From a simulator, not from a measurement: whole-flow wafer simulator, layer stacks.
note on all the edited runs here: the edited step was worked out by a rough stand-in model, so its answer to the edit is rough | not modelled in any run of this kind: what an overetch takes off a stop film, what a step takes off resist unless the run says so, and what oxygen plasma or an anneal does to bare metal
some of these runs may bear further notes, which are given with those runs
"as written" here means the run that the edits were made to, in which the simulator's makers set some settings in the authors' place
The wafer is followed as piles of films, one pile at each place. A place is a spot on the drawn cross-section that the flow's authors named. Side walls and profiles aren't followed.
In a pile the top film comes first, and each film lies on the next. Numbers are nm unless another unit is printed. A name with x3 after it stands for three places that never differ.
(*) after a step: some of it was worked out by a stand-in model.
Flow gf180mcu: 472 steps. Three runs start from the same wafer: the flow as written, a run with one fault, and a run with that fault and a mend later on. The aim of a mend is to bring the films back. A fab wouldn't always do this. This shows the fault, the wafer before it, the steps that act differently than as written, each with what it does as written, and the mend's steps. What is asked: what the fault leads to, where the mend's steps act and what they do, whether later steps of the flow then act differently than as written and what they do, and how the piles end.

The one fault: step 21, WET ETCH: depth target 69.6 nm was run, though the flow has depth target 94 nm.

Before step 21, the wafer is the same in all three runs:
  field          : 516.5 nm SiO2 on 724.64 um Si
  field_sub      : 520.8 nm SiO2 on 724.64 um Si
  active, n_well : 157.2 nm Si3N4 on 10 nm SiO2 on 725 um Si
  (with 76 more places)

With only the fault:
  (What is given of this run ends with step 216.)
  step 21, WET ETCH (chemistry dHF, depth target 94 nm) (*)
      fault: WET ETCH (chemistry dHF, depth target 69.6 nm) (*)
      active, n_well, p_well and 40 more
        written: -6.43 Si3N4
        fault: -4.78 Si3N4
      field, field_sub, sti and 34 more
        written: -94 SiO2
        fault: -69.6 SiO2
  Steps further on in the flow that do not act as written (37 more steps, not shown, differ only slightly: by at most 2% or 0.5 nm, whichever is larger):
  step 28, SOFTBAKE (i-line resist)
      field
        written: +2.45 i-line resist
        fault: +4.22 i-line resist
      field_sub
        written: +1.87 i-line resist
        fault: +3.22 i-line resist
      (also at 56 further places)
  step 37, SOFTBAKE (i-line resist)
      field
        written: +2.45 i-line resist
        fault: +4.22 i-line resist
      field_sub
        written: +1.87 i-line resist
        fault: +3.22 i-line resist
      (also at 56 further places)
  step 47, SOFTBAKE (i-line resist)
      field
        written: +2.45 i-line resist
        fault: +4.22 i-line resist
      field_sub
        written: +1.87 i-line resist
        fault: +3.22 i-line resist
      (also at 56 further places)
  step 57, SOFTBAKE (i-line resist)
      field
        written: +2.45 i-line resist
        fault: +4.22 i-line resist
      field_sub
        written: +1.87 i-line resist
        fault: +3.22 i-line resist
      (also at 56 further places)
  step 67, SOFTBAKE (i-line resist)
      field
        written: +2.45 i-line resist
        fault: +4.22 i-line resist
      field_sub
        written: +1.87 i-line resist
        fault: +3.22 i-line resist
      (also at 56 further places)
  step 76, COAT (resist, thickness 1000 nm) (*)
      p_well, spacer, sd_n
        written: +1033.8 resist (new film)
        fault: +1057.6 resist (new film)
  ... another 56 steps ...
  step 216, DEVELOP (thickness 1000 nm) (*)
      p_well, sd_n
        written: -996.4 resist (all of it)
        fault: -1018.7 resist (all of it)
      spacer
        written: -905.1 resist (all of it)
        fault: -927.3 resist (all of it)
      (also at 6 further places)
  Once step 216 is done, the piles at field, field__w1, field__w2 and 67 more depart from the flow's by more than 2% or 0.5 nm, whichever is larger.
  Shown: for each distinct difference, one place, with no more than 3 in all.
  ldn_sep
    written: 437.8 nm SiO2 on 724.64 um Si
    fault: 462.1 nm SiO2 on 724.64 um Si
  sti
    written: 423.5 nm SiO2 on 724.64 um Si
    fault: 447.8 nm SiO2 on 724.64 um Si
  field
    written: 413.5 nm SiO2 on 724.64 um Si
    fault: 437.8 nm SiO2 on 724.64 um Si

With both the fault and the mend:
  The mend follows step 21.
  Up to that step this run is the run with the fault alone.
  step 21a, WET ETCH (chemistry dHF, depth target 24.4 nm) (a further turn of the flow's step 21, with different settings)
      field, field_sub, sti and 34 more
        -24.4 SiO2
  None of the later steps of the flow differs from how it acts as written, at any place that is followed, by more than 2% or 0.5 nm, whichever is larger.
  At every place that both follow, the piles at the end match the flow's.
